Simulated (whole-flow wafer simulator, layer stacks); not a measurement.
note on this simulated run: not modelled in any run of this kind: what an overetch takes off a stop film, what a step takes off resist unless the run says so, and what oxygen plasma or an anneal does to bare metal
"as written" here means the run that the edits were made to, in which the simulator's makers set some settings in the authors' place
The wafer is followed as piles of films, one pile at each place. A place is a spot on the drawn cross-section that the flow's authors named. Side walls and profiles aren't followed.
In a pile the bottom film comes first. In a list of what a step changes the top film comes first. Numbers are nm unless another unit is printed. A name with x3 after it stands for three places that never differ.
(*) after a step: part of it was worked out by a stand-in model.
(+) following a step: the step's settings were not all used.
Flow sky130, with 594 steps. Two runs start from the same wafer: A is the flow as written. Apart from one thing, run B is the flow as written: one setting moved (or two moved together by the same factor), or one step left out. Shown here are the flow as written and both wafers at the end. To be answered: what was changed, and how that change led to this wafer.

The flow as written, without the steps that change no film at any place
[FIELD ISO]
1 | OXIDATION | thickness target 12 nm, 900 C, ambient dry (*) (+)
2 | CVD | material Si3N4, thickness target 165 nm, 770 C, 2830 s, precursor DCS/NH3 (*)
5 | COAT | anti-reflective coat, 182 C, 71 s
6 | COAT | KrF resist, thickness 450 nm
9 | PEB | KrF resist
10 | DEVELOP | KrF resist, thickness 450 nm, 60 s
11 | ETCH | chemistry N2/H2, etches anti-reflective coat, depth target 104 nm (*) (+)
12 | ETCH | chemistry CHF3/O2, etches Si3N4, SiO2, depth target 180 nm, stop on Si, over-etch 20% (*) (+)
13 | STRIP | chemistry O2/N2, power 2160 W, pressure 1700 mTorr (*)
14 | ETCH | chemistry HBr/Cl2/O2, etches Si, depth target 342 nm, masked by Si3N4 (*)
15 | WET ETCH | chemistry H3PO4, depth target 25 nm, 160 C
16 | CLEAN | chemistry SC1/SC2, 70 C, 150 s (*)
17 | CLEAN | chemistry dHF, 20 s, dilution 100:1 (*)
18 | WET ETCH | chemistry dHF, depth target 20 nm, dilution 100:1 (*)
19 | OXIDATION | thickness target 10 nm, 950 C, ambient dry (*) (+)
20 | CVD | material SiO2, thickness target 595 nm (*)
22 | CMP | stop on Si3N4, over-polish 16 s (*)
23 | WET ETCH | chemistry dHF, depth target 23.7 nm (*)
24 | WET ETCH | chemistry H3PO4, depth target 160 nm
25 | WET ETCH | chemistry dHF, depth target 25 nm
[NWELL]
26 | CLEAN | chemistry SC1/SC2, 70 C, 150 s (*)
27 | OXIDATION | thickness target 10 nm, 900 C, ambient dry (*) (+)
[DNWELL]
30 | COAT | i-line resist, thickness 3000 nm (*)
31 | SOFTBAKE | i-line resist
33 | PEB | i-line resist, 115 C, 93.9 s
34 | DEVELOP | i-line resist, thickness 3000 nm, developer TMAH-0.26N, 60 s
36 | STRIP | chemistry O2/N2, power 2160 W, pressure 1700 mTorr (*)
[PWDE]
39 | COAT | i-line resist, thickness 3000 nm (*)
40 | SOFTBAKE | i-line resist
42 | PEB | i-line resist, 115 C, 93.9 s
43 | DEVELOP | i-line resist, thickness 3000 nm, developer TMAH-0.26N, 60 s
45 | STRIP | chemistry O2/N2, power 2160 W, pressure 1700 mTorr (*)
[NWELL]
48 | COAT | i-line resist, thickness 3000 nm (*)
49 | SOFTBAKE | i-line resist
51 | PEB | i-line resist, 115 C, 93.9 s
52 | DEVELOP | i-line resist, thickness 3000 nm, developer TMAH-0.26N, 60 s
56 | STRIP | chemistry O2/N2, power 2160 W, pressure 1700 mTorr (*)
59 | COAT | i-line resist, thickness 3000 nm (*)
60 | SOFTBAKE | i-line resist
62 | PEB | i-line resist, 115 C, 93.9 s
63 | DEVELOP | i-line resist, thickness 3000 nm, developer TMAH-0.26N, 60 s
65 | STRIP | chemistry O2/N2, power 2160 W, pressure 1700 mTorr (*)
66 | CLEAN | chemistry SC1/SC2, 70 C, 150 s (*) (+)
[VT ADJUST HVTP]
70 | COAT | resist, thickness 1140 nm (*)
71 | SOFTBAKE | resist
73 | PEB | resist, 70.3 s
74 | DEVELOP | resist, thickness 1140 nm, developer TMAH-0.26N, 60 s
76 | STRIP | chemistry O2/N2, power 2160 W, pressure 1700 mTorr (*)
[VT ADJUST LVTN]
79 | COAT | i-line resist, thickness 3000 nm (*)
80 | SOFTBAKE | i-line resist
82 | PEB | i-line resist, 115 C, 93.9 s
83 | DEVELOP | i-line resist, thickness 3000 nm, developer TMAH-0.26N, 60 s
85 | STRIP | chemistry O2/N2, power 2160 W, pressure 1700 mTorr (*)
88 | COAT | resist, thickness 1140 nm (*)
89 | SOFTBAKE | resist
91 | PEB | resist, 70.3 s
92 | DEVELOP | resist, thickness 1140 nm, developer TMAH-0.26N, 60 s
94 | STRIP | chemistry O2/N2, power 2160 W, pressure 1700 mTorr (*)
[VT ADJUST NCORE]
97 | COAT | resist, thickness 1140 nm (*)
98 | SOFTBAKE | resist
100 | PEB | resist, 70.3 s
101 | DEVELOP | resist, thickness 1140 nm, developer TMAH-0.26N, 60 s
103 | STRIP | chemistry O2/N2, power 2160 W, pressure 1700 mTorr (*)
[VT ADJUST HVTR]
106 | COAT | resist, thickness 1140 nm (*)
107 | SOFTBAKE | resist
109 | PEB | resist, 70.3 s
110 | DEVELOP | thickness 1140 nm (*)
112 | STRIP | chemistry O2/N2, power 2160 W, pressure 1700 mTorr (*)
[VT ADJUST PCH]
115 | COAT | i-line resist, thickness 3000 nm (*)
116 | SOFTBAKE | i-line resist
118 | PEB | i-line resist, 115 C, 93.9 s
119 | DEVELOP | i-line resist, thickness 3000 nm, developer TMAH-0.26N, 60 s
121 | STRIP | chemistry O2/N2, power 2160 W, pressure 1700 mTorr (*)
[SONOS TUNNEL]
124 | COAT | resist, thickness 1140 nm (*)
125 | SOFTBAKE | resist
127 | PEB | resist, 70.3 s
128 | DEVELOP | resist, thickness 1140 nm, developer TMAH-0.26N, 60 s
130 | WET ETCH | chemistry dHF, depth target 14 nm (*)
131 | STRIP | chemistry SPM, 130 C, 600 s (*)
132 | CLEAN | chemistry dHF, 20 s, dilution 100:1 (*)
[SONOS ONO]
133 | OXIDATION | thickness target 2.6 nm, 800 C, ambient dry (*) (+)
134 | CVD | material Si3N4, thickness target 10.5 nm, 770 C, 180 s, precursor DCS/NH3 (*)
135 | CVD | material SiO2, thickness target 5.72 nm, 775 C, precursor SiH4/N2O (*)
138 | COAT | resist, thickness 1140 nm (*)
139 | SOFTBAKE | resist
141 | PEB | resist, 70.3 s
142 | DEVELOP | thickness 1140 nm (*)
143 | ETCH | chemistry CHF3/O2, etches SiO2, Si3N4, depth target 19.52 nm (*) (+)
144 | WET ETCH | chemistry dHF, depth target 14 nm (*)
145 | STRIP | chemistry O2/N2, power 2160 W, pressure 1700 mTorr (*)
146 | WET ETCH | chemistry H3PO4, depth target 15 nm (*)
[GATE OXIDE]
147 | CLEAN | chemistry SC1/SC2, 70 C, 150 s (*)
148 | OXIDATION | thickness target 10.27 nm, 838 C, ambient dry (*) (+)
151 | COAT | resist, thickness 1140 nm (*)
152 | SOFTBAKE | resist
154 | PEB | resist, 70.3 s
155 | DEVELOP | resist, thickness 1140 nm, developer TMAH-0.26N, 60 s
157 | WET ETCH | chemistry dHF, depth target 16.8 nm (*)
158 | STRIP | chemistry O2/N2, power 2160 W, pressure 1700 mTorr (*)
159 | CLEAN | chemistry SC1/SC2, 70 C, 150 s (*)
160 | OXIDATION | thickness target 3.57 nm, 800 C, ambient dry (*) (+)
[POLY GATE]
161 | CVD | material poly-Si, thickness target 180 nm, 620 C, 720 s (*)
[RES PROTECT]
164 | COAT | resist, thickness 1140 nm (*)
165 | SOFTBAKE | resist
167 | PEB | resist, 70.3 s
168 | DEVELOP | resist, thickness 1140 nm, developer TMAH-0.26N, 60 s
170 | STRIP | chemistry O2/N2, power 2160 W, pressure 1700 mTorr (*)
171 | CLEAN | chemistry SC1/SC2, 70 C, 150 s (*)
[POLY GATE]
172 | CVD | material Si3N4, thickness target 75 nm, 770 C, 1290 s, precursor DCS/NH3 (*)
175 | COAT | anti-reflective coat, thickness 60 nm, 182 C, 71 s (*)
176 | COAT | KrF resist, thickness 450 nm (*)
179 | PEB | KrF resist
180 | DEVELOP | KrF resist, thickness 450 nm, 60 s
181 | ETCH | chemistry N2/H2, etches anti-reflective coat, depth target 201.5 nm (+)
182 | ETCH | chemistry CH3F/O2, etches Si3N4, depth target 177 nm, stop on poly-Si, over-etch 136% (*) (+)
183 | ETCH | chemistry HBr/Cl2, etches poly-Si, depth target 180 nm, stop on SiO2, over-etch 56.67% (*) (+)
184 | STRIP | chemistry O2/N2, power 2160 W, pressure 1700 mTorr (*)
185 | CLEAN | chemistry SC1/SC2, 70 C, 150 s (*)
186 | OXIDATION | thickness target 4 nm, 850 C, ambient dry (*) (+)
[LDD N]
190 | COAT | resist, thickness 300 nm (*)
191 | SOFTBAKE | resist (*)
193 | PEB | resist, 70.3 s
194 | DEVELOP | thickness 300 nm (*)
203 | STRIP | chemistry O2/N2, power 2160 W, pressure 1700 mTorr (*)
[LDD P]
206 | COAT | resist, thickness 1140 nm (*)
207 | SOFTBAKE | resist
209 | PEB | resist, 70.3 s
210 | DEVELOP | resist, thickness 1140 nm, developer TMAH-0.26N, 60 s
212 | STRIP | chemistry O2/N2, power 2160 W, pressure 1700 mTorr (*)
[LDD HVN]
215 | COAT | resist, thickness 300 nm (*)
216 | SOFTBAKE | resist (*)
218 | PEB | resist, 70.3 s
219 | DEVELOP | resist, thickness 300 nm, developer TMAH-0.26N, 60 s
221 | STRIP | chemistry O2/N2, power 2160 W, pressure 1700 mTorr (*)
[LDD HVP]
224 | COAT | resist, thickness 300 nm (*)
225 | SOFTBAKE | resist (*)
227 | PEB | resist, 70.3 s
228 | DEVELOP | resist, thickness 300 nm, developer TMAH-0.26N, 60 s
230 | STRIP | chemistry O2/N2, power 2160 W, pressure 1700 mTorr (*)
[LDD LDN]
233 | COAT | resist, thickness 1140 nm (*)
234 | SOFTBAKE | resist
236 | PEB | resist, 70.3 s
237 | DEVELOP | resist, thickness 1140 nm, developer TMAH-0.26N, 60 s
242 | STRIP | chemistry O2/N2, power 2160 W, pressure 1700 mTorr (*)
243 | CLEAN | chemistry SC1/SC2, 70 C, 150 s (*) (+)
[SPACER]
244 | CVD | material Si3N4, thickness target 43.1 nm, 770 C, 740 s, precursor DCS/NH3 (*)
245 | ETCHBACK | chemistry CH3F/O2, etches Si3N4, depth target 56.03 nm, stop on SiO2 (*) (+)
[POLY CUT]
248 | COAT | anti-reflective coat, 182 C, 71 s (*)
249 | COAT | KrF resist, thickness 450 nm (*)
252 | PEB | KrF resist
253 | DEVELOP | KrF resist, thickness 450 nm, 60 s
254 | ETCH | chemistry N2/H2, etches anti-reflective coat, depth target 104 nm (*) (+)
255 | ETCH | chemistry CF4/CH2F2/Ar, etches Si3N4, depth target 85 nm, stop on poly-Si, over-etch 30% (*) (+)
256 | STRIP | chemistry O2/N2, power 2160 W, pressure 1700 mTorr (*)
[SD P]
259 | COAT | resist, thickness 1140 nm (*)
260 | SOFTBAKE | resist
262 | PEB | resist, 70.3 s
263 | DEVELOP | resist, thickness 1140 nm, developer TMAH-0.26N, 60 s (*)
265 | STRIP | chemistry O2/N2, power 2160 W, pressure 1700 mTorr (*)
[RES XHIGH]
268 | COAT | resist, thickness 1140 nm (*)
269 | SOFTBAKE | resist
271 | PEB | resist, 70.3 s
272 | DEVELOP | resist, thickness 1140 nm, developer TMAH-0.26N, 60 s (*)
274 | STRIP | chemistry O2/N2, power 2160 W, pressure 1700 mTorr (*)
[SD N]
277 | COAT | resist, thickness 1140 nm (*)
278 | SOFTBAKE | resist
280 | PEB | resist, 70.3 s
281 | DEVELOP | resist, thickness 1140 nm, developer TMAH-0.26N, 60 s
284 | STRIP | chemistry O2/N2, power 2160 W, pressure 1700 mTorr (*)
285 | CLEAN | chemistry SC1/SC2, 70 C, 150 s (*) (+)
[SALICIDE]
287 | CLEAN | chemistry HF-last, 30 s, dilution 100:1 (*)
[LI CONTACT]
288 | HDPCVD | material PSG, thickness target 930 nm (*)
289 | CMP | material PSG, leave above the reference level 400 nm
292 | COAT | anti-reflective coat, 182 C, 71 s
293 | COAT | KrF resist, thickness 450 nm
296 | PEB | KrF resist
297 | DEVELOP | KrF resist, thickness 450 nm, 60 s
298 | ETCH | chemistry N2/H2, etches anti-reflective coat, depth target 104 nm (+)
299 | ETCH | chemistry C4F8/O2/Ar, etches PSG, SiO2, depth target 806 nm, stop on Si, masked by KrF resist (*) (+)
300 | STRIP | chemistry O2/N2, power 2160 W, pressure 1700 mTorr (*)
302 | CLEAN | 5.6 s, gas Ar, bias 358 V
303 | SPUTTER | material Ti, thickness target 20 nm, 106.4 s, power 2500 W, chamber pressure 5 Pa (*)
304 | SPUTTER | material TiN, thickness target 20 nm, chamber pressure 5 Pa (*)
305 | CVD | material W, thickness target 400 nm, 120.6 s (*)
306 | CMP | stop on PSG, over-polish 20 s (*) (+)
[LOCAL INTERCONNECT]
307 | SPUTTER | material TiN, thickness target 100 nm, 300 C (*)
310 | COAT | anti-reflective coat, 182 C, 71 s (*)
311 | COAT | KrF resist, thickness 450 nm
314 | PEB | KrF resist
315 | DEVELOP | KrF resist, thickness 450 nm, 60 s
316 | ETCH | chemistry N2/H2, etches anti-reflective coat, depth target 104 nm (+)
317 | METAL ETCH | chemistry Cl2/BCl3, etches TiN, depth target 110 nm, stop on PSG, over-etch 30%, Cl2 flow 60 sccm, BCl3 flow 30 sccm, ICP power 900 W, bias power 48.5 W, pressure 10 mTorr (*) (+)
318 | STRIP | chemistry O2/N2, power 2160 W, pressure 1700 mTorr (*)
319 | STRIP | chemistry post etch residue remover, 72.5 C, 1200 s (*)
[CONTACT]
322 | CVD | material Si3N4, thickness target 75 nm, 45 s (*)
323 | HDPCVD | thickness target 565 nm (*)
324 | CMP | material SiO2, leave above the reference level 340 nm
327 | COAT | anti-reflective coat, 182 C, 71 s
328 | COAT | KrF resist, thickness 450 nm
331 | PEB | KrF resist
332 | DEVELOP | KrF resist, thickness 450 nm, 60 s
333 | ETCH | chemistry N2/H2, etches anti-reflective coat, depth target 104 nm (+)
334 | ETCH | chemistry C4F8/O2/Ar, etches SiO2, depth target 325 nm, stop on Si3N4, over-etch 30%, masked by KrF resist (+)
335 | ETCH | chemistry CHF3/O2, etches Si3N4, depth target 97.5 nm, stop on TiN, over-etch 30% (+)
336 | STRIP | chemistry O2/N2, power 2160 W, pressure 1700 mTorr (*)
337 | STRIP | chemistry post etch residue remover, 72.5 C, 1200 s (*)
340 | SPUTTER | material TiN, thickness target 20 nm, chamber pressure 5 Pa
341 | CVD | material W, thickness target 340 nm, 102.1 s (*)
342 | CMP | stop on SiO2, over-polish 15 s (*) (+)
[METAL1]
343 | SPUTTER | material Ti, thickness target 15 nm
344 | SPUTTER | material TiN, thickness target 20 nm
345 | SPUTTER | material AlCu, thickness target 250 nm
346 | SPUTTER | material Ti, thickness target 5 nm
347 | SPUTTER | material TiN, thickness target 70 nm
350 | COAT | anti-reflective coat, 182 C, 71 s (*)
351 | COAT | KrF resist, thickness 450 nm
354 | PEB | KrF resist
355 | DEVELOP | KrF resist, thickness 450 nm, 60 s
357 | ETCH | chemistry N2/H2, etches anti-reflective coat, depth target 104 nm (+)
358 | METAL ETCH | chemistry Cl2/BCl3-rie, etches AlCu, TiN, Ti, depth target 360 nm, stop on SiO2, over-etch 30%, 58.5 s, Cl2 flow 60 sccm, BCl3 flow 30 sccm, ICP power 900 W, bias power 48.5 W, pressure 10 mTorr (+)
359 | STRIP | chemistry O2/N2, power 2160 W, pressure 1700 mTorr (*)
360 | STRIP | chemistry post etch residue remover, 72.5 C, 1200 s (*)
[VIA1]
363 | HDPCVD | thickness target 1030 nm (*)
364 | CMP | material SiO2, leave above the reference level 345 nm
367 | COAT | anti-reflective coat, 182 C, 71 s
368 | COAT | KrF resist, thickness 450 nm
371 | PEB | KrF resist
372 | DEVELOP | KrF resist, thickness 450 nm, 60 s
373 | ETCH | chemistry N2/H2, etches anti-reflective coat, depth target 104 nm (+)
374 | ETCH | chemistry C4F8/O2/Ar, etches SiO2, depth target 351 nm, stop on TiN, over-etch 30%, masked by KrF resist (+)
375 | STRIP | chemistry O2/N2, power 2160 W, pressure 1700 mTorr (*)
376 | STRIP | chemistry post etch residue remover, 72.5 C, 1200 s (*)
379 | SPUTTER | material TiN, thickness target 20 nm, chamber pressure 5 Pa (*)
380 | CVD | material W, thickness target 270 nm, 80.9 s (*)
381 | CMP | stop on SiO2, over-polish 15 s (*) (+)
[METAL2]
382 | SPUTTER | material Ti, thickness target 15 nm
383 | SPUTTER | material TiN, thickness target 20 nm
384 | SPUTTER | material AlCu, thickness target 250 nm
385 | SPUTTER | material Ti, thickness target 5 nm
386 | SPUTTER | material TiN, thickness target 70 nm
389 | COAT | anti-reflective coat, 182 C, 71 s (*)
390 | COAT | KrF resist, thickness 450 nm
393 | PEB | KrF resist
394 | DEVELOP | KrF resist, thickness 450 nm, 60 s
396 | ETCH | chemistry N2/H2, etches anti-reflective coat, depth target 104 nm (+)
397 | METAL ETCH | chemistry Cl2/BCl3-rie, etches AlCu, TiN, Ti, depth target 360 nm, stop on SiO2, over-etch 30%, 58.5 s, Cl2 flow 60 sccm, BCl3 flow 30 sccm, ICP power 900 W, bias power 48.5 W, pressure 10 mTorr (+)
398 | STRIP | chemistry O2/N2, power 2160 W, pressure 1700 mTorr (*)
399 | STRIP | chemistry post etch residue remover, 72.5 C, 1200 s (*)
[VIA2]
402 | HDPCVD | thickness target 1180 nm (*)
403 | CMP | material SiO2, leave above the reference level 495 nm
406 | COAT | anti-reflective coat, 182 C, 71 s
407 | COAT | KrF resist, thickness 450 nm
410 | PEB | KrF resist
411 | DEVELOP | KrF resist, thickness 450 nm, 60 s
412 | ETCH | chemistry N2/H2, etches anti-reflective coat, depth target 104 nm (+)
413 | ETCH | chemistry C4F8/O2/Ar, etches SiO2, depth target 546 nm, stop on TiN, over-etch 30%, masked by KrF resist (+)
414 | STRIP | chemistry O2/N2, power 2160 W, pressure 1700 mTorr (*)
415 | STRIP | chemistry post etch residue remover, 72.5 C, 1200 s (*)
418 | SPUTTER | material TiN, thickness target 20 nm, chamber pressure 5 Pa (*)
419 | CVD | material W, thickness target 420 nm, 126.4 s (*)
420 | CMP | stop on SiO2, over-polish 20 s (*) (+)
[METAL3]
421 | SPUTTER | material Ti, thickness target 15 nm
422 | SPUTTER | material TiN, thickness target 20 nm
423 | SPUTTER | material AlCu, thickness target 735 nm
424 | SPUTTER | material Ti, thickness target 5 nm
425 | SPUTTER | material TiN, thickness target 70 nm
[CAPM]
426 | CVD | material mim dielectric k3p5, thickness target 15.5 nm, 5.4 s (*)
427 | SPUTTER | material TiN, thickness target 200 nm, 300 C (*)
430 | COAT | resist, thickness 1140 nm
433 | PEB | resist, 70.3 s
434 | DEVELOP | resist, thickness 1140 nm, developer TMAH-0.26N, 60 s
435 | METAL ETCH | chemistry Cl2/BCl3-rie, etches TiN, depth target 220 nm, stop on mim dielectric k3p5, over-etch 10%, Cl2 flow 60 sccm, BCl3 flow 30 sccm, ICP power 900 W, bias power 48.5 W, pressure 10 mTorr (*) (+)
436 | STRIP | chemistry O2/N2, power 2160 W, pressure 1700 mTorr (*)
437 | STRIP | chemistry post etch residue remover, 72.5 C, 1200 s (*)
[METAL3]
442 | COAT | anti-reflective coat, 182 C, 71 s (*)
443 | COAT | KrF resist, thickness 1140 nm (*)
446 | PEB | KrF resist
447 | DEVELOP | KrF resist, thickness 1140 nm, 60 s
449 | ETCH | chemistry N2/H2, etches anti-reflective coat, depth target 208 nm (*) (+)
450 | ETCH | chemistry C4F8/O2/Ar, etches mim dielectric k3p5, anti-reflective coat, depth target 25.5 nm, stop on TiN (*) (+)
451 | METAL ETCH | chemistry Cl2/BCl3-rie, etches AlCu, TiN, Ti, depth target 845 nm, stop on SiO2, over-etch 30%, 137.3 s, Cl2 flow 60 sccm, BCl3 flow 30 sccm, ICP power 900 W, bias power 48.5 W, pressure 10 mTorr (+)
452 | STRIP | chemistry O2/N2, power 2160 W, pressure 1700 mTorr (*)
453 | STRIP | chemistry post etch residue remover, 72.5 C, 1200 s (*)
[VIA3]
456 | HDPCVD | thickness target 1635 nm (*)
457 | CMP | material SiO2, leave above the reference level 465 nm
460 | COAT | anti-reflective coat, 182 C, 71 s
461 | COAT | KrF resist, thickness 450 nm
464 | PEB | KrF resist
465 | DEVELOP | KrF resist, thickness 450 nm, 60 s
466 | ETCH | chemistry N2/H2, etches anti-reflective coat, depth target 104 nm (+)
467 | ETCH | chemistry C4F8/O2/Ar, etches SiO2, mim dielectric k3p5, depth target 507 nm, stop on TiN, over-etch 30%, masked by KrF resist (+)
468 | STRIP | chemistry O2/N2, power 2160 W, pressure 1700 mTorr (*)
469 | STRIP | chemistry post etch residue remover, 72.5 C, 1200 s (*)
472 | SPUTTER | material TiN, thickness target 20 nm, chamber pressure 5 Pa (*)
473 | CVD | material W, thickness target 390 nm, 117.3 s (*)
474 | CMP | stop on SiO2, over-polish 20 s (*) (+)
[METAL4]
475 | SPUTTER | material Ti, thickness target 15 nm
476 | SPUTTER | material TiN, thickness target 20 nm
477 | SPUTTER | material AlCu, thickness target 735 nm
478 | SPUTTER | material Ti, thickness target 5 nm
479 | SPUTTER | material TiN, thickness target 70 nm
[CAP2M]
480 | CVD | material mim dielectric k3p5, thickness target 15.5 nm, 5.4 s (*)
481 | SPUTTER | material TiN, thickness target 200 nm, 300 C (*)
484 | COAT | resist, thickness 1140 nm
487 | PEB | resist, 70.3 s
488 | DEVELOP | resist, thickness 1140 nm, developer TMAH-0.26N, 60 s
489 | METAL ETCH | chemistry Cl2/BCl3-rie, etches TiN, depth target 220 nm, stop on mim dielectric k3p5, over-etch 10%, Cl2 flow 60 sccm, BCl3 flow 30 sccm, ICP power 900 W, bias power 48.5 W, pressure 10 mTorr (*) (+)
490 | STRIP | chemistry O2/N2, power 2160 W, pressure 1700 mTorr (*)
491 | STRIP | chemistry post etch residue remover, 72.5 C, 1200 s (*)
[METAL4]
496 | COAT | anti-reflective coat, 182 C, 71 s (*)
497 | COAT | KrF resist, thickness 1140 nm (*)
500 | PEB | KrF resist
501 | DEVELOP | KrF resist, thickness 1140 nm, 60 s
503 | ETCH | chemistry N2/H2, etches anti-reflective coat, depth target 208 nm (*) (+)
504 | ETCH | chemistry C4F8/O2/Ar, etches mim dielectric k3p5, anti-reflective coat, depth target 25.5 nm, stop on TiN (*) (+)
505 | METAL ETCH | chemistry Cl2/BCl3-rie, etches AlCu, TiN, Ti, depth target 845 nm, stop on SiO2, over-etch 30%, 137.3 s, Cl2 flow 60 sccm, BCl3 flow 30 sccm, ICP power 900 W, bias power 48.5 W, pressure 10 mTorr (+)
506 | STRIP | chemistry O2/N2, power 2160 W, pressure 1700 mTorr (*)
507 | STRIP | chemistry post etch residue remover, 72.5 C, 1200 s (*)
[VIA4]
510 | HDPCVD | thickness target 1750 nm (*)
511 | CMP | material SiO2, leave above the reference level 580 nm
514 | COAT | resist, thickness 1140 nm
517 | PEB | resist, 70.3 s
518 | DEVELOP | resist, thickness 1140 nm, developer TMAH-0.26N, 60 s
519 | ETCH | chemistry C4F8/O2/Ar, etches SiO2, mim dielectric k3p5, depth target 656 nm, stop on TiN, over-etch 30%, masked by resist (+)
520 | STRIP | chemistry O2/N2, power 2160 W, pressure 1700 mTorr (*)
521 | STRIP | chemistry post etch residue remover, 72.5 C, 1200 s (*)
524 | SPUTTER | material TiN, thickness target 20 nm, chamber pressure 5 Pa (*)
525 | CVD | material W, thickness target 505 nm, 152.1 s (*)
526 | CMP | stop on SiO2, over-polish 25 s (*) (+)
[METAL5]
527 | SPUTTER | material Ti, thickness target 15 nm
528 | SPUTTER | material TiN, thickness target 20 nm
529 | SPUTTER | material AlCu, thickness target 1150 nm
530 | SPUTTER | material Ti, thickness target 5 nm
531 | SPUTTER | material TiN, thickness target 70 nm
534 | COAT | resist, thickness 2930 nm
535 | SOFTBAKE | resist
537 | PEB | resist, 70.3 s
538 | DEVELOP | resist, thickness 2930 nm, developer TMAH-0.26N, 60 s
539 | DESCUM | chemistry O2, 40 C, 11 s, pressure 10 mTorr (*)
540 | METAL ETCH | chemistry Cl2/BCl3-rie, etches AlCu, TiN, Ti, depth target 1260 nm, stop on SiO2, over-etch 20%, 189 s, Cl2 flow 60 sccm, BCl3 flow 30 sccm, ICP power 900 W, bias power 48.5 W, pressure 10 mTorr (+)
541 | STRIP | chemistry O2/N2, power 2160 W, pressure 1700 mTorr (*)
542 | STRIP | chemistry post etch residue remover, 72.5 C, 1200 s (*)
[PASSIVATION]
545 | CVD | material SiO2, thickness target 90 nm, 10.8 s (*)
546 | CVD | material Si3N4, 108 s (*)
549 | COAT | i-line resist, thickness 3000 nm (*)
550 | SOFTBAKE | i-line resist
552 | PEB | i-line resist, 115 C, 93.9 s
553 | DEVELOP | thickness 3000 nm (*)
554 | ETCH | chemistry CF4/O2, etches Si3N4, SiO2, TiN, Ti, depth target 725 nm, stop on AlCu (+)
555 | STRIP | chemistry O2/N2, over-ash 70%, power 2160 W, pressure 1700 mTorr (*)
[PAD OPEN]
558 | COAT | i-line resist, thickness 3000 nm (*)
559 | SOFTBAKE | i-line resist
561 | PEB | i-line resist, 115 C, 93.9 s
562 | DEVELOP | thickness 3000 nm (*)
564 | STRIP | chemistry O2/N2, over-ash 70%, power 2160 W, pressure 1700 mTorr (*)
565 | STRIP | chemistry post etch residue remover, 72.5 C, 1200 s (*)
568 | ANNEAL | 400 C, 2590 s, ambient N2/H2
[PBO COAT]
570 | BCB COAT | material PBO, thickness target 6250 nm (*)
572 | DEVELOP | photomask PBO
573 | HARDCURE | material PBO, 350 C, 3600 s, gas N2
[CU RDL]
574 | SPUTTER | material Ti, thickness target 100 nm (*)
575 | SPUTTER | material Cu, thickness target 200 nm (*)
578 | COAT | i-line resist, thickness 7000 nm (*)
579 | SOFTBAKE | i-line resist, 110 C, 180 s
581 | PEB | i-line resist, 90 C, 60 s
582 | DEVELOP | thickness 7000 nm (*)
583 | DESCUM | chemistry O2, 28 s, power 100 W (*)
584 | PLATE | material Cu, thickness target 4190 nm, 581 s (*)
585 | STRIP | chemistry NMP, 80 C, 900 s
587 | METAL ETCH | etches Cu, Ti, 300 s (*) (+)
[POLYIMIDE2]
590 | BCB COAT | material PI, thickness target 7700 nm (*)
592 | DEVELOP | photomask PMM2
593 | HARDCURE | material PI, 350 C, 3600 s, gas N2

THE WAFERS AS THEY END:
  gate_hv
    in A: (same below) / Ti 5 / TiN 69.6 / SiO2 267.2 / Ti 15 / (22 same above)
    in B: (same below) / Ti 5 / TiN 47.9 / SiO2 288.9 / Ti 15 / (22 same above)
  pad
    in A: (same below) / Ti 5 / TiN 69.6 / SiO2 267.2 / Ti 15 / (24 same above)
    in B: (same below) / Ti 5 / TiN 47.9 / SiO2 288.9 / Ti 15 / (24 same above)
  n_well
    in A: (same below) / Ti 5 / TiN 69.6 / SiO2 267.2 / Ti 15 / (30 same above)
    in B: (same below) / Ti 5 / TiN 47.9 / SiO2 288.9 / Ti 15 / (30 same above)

The reason: step 347, SPUTTER: thickness target 48.3 nm was run, while the flow as written has thickness target 70 nm.

How this came from the change, step by step:
  347 | SPUTTER | material TiN, thickness target 70 nm
      field, active, n_well and 188 more: A +70 TiN (new film) | B +48.3 TiN (new film)
  358 | METAL ETCH | chemistry Cl2/BCl3-rie, etches AlCu, TiN, Ti, depth target 360 nm, stop on SiO2, over-etch 30%, 58.5 s, Cl2 flow 60 sccm, BCl3 flow 30 sccm, ICP power 900 W, bias power 48.5 W, pressure 10 mTorr (+)
      field, active, gate and 81 more: A -68.7 TiN (all of it), -5 Ti (all of it), -250 AlCu (all of it), -20 TiN (all of it), -15 Ti (all of it), -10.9 SiO2 | B -47 TiN (all of it), -5 Ti (all of it), -250 AlCu (all of it), -20 TiN (all of it), -15 Ti (all of it), -13.1 SiO2
  364 | CMP | material SiO2, leave above the reference level 345 nm
      n_well, p_well, gate_hv and 100 more: A -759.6 SiO2 | B -737.9 SiO2
      poly_licon, ndiff_licon, ndiff_licon_cpp, rpo_hd_licon: A -759 SiO2 | B -737.3 SiO2
  374 | ETCH | chemistry C4F8/O2/Ar, etches SiO2, depth target 351 nm, stop on TiN, over-etch 30%, masked by KrF resist (+)
      m1, via1_hole: A -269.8 SiO2 (all of it) | B -291.5 SiO2 (all of it)
  380 | CVD | material W, thickness target 270 nm, 80.9 s (*)
      m1, via1_hole: A +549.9 W (new film) | B +572 W (new film)
